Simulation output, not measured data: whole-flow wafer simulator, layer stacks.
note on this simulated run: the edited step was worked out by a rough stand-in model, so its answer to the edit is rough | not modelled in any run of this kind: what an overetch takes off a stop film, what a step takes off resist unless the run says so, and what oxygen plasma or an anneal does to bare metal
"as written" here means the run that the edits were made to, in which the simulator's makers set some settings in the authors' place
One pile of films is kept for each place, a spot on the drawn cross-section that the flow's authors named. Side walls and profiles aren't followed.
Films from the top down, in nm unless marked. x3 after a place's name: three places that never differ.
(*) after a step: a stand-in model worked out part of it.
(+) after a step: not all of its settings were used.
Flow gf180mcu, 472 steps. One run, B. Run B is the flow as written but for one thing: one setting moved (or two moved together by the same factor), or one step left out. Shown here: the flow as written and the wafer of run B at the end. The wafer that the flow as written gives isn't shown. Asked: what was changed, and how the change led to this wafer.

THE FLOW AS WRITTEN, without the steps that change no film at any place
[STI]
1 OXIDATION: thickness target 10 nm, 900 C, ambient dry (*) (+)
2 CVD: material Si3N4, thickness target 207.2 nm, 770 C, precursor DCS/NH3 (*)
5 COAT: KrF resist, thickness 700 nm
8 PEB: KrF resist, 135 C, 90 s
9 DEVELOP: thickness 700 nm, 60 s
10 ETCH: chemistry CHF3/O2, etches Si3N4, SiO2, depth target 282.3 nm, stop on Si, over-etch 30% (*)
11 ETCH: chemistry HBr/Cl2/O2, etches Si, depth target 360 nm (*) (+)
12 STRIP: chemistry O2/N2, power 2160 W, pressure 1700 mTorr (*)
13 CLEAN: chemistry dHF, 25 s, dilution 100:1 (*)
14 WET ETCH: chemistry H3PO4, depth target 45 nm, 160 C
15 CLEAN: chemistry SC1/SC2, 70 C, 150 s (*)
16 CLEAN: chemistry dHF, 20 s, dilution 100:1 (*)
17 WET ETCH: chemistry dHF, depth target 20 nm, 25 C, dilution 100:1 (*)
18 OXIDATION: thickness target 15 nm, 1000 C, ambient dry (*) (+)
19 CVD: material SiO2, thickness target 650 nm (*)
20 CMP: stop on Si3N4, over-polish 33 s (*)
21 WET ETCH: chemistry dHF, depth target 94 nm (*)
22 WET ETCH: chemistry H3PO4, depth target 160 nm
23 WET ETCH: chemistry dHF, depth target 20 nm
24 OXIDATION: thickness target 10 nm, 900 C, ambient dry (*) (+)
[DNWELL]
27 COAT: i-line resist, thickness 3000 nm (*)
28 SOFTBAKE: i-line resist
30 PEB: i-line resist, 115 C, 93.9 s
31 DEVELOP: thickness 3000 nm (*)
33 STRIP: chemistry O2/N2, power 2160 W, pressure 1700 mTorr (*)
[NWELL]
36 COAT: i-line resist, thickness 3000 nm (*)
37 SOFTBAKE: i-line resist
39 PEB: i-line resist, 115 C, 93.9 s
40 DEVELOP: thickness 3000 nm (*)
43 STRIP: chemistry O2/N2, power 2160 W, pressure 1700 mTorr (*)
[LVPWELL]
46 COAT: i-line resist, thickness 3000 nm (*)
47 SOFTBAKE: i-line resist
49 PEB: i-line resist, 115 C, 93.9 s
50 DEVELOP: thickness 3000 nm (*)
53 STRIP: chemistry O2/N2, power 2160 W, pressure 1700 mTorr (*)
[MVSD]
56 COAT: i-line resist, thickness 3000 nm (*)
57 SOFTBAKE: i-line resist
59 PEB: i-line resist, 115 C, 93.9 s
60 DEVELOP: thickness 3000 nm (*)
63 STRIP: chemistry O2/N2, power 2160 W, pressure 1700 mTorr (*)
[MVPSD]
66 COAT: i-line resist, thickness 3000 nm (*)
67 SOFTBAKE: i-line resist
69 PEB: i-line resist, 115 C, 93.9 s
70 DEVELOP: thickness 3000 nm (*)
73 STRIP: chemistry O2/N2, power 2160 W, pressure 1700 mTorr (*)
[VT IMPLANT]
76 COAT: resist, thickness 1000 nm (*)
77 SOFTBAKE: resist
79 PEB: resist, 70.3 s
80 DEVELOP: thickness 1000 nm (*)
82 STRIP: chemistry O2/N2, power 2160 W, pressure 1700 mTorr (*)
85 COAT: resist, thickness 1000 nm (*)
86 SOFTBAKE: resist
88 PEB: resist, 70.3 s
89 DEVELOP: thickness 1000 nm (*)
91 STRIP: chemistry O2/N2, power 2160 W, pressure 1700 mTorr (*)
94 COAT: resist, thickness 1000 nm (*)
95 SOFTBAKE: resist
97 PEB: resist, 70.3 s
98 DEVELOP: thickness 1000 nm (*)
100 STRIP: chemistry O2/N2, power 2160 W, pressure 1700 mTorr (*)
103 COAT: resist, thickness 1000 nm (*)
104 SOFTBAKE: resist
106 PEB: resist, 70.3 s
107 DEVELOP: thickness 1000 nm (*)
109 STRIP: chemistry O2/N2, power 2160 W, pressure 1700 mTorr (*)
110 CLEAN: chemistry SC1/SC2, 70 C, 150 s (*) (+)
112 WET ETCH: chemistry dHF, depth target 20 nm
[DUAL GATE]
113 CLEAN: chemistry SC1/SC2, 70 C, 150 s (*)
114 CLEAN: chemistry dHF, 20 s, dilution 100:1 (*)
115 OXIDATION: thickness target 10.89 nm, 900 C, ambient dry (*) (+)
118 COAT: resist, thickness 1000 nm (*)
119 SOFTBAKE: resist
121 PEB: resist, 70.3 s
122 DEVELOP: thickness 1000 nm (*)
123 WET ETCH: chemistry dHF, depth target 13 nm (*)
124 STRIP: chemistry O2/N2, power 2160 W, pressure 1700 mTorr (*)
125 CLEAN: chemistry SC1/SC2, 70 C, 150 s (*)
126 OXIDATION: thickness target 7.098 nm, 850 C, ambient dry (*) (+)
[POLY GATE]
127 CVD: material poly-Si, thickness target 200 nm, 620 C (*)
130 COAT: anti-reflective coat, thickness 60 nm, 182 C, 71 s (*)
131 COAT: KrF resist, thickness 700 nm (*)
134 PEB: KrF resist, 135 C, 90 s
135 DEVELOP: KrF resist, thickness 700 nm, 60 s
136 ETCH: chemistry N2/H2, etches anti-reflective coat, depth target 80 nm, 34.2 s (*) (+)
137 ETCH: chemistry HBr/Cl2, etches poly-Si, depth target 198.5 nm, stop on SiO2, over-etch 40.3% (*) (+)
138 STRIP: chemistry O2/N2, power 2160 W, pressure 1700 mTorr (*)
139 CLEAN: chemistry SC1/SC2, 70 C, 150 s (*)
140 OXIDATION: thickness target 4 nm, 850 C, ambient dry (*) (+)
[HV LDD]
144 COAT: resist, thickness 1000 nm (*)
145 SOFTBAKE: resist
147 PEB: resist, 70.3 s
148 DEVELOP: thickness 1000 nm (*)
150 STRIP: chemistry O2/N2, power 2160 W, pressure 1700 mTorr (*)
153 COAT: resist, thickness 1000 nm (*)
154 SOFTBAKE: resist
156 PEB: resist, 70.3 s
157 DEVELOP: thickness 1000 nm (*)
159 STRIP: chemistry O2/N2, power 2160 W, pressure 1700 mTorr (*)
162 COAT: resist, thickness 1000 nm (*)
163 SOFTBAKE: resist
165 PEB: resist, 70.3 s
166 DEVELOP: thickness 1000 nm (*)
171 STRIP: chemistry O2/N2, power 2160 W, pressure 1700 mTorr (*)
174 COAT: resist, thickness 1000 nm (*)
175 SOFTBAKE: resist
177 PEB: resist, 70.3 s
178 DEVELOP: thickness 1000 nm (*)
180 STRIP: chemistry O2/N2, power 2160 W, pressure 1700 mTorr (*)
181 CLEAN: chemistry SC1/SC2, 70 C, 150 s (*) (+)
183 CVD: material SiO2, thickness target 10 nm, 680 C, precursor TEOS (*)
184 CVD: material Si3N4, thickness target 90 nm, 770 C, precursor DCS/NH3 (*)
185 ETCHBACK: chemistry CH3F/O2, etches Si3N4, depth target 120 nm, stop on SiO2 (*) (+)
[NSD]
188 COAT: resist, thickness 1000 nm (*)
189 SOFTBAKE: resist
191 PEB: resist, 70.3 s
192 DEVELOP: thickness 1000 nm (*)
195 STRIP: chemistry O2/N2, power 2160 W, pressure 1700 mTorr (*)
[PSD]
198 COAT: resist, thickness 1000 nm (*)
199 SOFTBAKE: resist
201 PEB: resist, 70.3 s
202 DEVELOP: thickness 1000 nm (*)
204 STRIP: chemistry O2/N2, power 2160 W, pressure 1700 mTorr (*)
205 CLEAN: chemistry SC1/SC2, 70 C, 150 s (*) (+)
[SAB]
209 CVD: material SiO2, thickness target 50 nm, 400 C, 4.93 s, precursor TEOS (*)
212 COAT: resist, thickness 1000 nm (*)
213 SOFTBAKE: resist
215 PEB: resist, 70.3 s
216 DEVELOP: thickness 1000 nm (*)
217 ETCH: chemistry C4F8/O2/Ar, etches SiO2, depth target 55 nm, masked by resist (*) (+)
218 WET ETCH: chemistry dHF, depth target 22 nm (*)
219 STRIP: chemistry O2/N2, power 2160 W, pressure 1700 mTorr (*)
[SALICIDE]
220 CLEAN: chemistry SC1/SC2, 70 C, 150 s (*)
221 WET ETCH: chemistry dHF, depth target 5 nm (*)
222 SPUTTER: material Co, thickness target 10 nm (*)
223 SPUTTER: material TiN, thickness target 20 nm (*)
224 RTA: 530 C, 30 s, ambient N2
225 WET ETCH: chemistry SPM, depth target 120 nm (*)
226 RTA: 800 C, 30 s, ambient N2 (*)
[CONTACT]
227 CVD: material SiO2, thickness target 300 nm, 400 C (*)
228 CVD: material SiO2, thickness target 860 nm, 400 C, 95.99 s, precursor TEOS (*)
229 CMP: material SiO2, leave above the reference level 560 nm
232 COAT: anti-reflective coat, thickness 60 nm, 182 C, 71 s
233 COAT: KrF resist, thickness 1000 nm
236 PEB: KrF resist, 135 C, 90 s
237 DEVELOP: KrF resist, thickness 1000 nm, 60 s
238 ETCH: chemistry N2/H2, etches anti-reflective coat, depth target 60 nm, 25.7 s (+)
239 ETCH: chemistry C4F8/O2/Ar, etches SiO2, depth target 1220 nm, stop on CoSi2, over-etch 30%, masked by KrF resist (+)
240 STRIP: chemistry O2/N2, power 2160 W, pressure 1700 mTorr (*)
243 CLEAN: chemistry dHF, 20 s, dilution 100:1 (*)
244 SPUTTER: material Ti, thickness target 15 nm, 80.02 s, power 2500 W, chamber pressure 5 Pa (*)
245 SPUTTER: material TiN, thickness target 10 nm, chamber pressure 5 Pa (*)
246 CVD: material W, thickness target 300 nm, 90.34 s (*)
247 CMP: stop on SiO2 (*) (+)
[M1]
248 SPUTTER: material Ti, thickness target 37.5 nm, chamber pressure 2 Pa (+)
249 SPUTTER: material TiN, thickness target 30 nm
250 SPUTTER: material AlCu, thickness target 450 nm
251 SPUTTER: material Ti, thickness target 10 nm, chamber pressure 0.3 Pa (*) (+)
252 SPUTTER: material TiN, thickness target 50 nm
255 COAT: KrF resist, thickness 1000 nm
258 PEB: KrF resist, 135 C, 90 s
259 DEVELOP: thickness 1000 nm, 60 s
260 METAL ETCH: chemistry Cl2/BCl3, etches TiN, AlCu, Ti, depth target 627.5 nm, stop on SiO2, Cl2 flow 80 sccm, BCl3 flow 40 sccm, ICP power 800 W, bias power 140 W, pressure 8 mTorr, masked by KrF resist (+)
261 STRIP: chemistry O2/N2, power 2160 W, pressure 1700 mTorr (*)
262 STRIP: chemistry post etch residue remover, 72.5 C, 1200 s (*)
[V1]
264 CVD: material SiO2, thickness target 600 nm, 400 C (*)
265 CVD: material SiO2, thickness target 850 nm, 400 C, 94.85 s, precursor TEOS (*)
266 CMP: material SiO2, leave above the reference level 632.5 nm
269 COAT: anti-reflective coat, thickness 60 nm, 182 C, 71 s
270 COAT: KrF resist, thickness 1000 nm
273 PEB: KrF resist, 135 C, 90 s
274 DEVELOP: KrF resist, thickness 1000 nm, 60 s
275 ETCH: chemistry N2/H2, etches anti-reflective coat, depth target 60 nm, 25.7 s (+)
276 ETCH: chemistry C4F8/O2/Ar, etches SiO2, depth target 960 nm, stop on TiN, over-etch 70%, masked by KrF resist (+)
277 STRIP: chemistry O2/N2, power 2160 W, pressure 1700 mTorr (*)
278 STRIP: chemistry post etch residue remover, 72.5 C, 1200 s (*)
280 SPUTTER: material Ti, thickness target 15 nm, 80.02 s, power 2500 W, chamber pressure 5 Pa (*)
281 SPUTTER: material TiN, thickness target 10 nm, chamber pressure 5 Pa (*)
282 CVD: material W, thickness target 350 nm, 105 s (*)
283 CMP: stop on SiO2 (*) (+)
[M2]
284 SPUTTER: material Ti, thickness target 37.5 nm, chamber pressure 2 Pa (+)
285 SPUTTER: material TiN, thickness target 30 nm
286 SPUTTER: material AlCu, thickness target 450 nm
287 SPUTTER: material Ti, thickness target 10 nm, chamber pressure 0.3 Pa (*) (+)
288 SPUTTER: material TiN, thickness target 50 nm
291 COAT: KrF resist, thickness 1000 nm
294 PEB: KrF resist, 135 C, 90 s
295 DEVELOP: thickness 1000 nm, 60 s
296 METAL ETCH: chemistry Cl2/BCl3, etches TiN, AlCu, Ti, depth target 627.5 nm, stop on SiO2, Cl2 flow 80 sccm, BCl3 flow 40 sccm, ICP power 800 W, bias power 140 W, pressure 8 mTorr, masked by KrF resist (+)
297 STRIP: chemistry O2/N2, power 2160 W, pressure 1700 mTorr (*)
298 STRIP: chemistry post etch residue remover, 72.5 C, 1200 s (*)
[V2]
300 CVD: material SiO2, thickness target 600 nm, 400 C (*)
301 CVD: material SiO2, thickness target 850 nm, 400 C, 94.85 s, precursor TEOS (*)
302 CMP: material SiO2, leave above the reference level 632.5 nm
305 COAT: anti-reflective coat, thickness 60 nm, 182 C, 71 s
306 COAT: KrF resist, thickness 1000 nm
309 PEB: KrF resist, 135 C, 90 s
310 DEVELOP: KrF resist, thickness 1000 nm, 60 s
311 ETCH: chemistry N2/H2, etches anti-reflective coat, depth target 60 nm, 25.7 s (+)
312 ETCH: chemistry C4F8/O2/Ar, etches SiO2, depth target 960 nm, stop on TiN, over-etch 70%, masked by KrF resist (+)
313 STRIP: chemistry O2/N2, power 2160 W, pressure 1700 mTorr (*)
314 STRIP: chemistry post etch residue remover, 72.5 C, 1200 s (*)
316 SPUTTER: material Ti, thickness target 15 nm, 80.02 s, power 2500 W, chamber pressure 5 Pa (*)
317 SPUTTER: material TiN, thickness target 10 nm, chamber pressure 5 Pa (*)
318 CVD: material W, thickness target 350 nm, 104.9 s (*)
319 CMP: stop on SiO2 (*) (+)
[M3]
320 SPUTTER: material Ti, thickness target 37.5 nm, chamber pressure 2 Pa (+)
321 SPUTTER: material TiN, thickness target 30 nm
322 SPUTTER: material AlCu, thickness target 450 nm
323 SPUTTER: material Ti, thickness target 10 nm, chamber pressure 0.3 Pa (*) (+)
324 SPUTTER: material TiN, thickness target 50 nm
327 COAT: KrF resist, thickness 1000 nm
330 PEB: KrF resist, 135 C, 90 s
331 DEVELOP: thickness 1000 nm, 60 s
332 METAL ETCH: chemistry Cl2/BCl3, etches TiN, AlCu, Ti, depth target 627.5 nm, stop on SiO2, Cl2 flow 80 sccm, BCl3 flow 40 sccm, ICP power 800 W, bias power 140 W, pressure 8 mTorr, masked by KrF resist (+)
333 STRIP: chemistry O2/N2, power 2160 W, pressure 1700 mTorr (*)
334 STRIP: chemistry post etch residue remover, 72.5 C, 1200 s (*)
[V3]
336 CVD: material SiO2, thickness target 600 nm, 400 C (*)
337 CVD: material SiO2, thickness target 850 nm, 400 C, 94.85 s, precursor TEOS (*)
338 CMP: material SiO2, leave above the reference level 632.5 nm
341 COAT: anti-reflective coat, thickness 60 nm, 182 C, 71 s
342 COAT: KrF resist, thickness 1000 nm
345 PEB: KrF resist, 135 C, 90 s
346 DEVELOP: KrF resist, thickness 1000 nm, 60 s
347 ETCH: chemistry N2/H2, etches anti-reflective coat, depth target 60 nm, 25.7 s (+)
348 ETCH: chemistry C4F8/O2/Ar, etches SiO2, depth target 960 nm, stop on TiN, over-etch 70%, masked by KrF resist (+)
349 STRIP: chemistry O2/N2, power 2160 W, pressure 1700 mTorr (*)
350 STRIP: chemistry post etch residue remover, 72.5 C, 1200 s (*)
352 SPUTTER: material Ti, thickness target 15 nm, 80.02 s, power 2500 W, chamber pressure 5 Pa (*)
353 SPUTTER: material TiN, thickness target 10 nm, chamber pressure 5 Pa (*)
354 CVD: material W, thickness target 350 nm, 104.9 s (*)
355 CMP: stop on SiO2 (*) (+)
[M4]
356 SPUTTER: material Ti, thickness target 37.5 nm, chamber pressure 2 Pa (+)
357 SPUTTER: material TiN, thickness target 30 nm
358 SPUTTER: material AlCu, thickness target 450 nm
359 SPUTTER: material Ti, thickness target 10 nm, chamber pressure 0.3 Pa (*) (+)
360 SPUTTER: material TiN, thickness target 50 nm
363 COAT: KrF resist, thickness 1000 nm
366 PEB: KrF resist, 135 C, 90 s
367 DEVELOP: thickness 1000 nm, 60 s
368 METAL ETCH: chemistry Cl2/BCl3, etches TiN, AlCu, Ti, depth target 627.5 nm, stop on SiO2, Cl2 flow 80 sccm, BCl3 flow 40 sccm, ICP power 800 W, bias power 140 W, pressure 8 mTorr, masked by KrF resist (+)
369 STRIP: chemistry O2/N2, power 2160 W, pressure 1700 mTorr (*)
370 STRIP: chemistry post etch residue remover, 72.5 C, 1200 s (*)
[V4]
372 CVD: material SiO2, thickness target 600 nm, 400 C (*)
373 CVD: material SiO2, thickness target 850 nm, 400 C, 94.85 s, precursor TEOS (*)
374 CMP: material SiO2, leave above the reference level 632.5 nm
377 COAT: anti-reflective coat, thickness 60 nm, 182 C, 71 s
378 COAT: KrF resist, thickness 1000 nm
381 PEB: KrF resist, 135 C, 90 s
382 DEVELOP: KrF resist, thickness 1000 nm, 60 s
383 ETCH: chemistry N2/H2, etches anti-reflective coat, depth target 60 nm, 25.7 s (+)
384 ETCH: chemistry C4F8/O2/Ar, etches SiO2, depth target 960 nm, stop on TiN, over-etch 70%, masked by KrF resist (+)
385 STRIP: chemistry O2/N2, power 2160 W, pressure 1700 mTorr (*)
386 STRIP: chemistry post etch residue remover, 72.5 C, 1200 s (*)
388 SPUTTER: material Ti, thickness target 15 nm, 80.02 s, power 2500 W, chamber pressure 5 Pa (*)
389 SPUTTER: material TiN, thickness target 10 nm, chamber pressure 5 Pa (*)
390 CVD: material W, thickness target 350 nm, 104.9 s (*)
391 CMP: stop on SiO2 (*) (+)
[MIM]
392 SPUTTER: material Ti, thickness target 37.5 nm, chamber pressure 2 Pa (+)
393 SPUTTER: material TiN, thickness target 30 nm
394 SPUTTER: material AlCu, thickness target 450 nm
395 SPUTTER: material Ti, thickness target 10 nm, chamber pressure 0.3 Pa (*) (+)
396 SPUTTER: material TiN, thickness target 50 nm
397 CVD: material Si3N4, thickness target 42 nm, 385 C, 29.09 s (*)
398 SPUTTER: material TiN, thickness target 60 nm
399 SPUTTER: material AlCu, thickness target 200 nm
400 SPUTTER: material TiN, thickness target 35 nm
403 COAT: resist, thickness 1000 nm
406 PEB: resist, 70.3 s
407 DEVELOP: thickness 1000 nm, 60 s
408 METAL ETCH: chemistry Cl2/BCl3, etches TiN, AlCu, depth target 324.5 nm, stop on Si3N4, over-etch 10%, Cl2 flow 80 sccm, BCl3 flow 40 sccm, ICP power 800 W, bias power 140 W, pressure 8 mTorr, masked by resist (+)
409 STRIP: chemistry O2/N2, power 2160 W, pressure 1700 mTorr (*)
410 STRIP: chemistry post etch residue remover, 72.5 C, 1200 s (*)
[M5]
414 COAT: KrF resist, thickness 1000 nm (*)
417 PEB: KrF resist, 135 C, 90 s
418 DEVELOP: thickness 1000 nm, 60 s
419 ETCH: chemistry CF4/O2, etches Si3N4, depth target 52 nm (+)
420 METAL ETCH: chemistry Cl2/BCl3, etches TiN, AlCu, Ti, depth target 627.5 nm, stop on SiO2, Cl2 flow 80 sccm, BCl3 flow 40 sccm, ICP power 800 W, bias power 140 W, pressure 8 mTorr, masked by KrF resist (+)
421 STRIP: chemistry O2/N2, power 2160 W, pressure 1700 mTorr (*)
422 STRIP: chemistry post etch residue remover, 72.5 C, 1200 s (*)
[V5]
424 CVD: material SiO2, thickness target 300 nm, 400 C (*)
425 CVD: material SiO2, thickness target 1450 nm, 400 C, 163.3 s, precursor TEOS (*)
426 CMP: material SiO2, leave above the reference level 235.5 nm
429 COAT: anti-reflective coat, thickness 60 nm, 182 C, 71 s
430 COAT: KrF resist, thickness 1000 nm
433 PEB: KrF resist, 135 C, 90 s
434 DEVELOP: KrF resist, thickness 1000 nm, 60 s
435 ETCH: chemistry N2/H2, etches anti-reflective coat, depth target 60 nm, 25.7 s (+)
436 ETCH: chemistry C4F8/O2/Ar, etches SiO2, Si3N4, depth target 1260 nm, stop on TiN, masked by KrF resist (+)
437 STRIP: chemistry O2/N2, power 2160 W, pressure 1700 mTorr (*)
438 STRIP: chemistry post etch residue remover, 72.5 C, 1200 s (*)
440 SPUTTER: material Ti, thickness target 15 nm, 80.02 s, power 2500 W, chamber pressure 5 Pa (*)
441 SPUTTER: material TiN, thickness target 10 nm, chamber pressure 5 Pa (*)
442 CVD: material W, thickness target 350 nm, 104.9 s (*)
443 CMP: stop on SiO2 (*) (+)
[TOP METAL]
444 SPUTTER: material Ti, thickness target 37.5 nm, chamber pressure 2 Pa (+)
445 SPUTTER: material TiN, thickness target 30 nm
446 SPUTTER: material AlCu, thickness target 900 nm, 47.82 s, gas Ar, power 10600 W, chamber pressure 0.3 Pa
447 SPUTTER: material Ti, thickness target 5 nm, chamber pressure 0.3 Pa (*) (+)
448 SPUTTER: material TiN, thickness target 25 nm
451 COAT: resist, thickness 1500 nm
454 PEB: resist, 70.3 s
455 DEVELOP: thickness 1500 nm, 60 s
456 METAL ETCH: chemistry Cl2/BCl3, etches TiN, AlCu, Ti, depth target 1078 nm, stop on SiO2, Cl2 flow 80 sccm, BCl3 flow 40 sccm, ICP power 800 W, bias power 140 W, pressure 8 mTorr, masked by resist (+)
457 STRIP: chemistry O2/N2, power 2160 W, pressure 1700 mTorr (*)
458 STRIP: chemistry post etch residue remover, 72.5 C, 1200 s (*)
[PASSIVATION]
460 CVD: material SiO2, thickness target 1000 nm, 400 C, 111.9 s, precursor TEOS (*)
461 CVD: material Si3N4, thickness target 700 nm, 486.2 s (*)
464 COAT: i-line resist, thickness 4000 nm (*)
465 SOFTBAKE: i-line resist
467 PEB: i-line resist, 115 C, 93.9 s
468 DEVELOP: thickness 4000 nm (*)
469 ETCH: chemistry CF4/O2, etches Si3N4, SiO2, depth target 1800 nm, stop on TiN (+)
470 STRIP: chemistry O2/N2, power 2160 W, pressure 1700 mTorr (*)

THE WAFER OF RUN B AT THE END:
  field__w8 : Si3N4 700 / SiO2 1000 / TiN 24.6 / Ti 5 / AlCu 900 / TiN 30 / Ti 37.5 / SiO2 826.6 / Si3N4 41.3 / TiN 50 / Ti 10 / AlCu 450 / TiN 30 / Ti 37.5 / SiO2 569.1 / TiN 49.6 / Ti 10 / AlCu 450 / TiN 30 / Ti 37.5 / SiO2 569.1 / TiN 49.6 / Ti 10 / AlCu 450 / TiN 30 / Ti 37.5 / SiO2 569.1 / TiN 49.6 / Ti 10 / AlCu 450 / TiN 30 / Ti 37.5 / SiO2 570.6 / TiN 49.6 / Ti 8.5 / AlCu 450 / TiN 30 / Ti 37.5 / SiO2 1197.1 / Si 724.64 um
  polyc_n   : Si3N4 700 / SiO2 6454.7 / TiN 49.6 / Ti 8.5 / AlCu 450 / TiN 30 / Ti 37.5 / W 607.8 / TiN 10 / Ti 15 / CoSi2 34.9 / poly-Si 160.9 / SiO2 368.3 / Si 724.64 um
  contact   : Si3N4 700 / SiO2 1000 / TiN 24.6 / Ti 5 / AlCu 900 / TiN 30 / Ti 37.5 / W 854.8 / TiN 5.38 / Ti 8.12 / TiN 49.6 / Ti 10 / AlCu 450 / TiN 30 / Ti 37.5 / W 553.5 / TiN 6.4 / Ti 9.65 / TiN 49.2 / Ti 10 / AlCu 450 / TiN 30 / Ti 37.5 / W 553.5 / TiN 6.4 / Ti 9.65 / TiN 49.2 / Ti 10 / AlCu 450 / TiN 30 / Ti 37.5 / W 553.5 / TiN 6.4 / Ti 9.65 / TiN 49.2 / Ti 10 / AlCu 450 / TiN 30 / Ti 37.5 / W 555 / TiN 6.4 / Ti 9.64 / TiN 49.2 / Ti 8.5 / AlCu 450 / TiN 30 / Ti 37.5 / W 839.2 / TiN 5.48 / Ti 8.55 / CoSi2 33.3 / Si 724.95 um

The cause: step 251, SPUTTER: thickness target 8.5 nm was run, where the flow has thickness target 10 nm.
It can be read off the wafer: field__w8 has Ti 8.5, and step 251 as written asks for 10 nm.

How the change led to this, step by step:
  251 SPUTTER: material Ti, thickness target 10 nm, chamber pressure 0.3 Pa (*) (+)
      field, field__w1, field__w2 and 108 more: Ti +8.5 (new film) (as written it would be: Ti +10 (new film))
  260 METAL ETCH: chemistry Cl2/BCl3, etches TiN, AlCu, Ti, depth target 627.5 nm, stop on SiO2, Cl2 flow 80 sccm, BCl3 flow 40 sccm, ICP power 800 W, bias power 140 W, pressure 8 mTorr, masked by KrF resist (+)
      field, field__w1, field__w2 and 99 more: TiN -50 (all of it), Ti -8.5 (all of it), AlCu -450 (all of it), TiN -30 (all of it), Ti -37.5 (all of it) (as written it would be: TiN -50 (all of it), Ti -10 (all of it), AlCu -450 (all of it), TiN -30 (all of it), Ti -37.5 (all of it))
